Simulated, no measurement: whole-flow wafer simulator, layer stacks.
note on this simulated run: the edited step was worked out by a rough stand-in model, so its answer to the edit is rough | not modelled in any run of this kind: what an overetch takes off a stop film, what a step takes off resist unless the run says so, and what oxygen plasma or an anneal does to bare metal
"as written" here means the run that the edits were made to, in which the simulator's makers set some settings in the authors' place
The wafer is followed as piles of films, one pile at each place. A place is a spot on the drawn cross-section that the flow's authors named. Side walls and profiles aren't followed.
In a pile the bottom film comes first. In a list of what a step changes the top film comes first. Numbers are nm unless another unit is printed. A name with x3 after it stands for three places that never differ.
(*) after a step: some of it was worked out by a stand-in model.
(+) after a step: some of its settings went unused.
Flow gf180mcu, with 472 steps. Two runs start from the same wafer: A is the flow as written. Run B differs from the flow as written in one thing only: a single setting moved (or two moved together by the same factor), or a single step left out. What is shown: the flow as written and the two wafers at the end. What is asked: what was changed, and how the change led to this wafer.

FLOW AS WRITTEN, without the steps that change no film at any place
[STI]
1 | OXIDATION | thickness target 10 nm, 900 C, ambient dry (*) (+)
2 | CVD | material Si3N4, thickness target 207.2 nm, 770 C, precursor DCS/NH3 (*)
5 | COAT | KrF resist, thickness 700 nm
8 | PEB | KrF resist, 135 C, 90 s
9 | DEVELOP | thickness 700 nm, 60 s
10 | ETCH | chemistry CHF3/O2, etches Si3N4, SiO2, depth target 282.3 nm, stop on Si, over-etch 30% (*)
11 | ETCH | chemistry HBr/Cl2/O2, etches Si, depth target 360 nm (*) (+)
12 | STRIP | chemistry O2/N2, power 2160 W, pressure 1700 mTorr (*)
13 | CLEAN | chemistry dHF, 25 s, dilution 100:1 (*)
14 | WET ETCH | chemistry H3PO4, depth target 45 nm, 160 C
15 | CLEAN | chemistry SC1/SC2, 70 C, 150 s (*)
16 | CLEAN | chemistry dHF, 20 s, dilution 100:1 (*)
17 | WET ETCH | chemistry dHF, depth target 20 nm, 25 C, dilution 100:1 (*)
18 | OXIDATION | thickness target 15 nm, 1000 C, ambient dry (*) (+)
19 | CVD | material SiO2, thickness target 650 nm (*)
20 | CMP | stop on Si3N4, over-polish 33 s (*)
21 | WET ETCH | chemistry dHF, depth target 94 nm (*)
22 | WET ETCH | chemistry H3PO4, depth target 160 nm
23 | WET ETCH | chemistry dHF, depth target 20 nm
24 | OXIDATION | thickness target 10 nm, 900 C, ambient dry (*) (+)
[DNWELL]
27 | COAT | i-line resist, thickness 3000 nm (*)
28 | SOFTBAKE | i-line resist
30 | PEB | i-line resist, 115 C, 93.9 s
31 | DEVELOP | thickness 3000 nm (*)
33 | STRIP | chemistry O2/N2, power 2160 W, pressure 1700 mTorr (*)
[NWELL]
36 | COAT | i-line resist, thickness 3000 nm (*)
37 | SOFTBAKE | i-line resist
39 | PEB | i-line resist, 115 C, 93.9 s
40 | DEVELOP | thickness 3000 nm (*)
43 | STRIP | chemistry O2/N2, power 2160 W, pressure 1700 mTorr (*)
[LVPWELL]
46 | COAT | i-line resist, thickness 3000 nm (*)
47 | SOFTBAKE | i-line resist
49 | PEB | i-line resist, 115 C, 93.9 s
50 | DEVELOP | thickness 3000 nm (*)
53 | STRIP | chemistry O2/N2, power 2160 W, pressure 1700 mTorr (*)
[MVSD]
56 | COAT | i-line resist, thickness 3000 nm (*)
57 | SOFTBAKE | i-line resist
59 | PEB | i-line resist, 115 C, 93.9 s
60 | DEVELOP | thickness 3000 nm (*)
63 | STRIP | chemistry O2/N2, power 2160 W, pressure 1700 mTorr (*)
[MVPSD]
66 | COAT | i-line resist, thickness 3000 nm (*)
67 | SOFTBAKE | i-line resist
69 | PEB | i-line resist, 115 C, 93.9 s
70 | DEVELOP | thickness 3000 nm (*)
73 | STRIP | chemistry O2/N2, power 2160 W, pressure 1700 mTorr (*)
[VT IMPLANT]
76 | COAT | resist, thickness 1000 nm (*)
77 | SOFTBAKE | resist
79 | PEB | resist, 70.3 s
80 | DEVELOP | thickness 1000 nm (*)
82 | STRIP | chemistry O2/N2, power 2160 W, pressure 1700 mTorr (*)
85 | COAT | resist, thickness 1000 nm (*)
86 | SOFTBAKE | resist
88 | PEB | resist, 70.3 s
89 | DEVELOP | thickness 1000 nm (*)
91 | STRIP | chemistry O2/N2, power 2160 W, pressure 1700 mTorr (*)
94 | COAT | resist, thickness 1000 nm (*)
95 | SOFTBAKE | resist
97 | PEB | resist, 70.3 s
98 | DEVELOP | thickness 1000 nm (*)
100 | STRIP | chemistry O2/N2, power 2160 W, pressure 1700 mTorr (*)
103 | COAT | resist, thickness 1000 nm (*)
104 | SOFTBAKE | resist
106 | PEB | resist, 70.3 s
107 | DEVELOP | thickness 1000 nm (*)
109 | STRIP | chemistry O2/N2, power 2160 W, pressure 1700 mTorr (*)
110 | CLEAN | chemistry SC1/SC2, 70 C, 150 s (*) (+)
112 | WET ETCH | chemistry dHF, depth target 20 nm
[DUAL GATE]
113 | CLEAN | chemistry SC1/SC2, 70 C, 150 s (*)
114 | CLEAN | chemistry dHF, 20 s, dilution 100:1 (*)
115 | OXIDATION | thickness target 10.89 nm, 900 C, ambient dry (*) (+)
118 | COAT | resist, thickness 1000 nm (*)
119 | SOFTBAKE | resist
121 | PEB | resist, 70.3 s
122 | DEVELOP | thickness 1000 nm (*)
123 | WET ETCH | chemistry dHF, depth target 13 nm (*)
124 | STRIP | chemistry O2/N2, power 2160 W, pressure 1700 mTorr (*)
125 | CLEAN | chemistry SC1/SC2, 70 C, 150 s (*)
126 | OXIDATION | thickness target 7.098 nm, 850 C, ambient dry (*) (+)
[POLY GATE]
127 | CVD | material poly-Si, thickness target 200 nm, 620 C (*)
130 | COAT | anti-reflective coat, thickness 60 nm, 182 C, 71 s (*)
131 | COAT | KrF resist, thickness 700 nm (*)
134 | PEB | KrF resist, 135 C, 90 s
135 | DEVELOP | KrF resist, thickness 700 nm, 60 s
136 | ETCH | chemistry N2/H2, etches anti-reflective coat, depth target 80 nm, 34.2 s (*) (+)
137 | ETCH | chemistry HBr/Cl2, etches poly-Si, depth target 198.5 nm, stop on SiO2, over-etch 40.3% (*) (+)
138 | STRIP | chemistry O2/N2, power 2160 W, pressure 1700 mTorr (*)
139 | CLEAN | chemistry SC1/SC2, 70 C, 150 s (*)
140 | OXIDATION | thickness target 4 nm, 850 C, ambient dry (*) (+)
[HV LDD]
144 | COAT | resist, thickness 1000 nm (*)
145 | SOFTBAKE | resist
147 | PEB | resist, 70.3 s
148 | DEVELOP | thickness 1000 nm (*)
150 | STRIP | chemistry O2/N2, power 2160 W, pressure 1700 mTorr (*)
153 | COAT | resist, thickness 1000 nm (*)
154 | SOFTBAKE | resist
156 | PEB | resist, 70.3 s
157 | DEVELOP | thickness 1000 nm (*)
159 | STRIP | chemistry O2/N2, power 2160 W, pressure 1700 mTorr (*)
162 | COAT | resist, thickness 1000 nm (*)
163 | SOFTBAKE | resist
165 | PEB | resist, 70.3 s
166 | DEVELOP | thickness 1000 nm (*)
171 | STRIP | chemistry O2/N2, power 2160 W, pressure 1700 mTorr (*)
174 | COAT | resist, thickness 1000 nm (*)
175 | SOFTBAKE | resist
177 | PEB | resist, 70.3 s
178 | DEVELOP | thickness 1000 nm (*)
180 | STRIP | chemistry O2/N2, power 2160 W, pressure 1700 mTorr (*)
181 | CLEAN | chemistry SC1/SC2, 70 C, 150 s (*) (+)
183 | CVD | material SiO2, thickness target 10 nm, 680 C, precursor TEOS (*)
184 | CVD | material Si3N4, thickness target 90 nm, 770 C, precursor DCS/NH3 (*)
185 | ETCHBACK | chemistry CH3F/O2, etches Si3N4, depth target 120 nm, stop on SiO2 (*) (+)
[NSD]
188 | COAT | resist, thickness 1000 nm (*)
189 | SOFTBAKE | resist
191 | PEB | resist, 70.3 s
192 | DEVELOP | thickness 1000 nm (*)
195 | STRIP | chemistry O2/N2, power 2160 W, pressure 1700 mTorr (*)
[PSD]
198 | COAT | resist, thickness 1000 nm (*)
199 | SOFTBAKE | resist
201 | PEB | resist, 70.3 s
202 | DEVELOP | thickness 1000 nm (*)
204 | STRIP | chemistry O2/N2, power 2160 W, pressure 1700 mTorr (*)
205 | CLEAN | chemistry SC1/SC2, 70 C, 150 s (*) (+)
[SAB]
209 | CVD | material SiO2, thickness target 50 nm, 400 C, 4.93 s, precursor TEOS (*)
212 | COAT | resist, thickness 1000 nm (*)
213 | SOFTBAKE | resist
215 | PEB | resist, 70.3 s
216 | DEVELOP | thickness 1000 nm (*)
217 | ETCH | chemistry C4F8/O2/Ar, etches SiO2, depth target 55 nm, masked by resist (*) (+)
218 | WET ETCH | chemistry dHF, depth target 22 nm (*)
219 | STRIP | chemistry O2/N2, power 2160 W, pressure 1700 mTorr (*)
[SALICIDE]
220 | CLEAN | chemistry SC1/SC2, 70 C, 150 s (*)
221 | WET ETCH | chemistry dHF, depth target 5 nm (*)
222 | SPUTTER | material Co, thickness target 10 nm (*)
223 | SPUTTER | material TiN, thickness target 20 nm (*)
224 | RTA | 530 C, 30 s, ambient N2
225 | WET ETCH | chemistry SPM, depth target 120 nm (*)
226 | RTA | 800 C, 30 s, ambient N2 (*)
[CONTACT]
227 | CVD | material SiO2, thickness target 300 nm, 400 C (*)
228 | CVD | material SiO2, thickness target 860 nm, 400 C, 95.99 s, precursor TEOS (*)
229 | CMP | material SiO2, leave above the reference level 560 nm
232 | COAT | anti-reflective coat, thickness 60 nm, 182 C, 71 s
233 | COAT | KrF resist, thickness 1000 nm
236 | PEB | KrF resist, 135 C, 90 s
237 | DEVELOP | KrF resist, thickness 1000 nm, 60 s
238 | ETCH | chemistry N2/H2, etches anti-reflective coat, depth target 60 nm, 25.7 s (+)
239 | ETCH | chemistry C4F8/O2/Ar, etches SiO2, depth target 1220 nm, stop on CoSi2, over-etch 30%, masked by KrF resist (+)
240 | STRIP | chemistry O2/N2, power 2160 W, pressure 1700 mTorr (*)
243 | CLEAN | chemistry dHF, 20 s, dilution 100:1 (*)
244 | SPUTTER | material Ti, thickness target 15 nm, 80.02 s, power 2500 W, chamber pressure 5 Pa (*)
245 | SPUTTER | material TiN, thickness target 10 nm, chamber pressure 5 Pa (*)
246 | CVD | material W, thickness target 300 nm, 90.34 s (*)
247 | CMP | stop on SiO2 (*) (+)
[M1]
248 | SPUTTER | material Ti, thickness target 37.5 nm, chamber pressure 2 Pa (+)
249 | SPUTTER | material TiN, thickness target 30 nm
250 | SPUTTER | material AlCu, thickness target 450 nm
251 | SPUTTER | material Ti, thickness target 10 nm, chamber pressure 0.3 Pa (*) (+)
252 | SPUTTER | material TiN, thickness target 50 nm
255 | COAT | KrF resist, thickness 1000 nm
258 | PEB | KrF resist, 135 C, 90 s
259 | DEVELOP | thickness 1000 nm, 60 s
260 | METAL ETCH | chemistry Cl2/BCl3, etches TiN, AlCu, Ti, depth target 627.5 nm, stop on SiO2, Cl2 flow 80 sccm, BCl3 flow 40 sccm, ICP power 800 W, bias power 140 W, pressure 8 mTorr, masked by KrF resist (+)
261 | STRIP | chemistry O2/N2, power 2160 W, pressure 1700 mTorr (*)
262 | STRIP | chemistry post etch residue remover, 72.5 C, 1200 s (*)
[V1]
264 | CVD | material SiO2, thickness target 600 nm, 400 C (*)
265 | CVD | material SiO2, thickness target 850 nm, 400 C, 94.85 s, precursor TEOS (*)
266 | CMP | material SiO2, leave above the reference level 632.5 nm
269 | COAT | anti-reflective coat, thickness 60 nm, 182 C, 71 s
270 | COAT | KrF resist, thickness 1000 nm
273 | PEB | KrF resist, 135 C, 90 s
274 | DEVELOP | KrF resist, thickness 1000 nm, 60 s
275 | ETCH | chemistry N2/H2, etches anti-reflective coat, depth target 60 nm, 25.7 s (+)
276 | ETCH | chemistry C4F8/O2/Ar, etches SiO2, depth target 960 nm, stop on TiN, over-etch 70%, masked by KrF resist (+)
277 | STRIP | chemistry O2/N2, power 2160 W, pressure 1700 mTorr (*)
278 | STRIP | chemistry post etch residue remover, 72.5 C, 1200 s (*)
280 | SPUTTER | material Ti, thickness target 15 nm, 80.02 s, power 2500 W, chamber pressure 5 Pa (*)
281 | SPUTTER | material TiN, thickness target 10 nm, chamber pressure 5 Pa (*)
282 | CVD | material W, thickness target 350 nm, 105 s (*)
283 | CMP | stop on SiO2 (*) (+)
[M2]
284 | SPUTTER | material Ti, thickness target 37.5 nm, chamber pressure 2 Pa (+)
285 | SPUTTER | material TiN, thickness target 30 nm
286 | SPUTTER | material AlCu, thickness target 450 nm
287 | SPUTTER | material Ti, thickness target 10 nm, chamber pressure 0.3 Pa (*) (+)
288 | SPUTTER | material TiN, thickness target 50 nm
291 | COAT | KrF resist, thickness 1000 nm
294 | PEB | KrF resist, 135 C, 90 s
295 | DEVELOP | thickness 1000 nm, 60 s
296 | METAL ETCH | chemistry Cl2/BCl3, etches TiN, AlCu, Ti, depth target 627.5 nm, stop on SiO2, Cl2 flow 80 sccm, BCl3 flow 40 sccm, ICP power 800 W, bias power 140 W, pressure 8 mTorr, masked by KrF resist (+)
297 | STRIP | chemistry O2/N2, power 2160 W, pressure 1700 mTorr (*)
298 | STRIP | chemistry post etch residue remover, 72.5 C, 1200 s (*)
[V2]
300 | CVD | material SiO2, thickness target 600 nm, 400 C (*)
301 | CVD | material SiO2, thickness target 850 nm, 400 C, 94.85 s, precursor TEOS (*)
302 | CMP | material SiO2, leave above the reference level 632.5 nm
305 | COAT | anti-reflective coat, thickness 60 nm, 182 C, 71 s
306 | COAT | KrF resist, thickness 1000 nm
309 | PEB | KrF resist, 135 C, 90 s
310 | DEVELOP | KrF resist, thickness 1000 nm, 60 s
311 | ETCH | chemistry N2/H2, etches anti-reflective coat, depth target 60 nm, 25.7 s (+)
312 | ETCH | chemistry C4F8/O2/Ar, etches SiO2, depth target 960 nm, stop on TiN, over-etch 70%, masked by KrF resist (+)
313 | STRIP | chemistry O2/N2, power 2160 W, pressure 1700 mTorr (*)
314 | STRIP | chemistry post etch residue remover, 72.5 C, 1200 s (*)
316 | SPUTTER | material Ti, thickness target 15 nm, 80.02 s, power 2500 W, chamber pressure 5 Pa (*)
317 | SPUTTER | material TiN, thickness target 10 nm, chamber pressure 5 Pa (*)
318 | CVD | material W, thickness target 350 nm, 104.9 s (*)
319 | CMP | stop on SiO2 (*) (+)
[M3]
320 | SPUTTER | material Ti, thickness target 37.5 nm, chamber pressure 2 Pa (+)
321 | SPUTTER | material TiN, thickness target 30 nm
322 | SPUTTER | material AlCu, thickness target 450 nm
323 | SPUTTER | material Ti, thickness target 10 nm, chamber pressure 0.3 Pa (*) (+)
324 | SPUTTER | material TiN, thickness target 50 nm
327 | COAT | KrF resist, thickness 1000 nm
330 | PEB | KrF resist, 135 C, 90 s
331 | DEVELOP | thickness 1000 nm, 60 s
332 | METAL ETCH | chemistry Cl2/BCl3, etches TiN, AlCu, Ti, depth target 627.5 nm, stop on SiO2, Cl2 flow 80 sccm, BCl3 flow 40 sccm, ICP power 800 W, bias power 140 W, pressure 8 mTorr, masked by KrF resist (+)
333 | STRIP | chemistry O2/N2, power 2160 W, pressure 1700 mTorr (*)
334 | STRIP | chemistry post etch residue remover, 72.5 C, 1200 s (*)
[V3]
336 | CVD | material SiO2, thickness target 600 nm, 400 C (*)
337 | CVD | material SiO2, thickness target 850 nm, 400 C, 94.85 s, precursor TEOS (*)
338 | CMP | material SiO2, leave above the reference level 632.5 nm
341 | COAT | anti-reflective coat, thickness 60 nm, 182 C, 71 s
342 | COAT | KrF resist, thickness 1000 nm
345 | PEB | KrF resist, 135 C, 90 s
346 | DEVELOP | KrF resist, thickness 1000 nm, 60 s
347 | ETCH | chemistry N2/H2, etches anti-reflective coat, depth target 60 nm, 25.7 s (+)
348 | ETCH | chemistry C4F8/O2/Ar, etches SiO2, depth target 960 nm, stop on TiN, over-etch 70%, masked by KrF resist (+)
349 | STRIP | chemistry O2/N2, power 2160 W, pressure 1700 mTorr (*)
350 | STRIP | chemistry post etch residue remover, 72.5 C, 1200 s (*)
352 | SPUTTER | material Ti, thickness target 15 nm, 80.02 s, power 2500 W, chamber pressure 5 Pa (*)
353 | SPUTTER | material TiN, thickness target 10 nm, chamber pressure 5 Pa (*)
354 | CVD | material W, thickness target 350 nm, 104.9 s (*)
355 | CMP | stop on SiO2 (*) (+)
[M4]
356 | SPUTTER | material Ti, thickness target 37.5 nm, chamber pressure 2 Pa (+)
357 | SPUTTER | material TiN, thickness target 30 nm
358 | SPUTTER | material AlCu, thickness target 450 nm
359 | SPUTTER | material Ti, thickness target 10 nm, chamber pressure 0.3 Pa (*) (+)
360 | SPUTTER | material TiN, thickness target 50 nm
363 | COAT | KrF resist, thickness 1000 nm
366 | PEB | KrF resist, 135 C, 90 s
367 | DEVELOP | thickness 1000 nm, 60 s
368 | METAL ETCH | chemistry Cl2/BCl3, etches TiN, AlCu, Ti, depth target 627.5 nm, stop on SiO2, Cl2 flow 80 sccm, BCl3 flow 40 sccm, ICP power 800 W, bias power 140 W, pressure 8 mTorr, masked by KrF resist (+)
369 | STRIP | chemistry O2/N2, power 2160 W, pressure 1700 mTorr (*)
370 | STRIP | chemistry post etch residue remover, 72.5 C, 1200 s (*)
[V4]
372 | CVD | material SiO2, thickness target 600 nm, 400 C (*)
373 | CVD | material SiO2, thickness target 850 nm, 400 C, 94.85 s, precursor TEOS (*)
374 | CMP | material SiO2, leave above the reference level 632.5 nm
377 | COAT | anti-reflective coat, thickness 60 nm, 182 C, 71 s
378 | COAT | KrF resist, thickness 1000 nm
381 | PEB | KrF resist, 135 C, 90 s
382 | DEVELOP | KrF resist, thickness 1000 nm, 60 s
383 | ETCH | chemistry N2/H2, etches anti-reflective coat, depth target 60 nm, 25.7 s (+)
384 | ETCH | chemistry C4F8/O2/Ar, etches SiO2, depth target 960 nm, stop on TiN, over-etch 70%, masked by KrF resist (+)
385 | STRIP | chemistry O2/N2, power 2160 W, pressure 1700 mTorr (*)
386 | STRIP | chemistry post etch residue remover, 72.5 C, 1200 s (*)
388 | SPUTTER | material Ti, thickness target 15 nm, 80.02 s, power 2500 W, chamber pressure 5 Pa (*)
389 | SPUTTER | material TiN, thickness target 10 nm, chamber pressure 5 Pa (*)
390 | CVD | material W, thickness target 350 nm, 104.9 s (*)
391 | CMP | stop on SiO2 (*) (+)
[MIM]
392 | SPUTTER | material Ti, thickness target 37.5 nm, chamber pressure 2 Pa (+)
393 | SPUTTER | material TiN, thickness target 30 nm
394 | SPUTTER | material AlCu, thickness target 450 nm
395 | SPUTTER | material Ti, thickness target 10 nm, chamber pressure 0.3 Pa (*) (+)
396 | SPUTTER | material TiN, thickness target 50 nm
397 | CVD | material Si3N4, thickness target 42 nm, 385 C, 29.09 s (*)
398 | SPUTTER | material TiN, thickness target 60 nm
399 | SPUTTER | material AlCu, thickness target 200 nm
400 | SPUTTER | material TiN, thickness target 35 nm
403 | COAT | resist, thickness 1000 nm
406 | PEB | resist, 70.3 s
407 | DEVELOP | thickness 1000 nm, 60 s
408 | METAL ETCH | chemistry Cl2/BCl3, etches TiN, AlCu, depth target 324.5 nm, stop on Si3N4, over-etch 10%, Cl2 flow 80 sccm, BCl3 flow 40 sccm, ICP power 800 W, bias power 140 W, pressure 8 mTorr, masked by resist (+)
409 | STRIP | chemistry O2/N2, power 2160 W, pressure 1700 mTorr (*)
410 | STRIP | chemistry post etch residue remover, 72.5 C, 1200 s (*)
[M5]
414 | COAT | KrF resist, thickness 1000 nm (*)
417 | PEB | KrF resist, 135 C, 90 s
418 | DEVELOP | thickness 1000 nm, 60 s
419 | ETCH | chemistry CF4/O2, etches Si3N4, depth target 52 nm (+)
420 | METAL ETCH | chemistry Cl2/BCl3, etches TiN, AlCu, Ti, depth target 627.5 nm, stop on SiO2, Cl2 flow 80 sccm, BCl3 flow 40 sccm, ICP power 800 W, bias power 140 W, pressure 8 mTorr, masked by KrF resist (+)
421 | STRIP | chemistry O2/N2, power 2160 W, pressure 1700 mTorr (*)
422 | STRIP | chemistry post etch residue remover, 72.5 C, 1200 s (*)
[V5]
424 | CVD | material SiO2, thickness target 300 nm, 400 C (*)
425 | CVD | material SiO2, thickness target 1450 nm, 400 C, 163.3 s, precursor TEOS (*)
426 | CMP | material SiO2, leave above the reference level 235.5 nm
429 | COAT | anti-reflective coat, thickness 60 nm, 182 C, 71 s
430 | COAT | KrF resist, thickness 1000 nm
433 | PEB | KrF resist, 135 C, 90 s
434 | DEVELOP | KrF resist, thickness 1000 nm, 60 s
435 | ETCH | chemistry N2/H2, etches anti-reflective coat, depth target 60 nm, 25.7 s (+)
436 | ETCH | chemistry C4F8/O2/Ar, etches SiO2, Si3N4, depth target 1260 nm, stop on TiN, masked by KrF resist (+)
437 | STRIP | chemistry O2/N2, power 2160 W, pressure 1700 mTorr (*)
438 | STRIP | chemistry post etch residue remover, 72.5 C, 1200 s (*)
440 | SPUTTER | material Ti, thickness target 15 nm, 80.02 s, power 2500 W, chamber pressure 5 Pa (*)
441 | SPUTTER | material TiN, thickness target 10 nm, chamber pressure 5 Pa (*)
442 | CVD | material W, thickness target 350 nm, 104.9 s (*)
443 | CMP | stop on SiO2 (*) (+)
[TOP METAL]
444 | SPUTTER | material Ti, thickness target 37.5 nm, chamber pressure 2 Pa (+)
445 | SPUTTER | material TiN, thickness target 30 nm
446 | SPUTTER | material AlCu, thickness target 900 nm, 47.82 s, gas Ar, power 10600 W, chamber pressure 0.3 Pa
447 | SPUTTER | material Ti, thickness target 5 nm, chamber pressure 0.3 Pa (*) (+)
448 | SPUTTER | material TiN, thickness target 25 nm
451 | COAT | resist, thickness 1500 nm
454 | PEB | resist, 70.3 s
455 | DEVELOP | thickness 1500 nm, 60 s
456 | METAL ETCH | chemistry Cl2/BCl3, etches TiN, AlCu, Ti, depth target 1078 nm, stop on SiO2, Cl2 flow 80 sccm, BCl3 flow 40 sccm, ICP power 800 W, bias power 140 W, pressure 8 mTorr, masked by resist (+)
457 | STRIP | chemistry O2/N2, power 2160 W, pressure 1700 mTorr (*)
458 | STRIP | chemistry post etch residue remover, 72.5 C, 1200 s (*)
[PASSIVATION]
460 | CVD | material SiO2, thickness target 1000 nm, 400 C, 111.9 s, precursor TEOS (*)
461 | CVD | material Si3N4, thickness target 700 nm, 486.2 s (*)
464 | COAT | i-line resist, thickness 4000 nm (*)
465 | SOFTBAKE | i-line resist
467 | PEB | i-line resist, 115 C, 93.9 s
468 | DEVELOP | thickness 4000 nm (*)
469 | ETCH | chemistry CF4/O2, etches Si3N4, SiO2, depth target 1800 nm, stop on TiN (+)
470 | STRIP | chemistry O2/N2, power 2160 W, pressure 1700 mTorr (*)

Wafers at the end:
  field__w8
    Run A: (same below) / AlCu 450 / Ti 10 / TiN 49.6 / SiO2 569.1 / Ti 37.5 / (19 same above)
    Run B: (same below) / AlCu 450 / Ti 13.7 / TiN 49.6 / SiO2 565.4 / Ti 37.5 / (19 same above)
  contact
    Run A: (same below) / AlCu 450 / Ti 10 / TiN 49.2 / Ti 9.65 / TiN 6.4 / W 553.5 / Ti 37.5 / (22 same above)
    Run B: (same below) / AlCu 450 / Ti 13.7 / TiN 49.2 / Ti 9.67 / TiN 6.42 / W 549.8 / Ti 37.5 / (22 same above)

Cause: step 323, SPUTTER: thickness target 13.7 nm was run, though the flow has thickness target 10 nm.
One can read it off the wafer: field__w8 has Ti 13.7, and step 323 as written asks for 10 nm.

How this came from the change, step by step:
  323 | SPUTTER | material Ti, thickness target 10 nm, chamber pressure 0.3 Pa (*) (+)
      field, field__w1, field__w2 and 108 more: A +10 Ti (new film) | B +13.7 Ti (new film)
  332 | METAL ETCH | chemistry Cl2/BCl3, etches TiN, AlCu, Ti, depth target 627.5 nm, stop on SiO2, Cl2 flow 80 sccm, BCl3 flow 40 sccm, ICP power 800 W, bias power 140 W, pressure 8 mTorr, masked by KrF resist (+)
      field, field__w1, field__w2 and 103 more: A -50 TiN (all of it), -10 Ti (all of it), -450 AlCu (all of it), -30 TiN (all of it), -37.5 Ti (all of it) | B -50 TiN (all of it), -13.7 Ti (all of it), -450 AlCu (all of it), -30 TiN (all of it), -37.5 Ti (all of it)
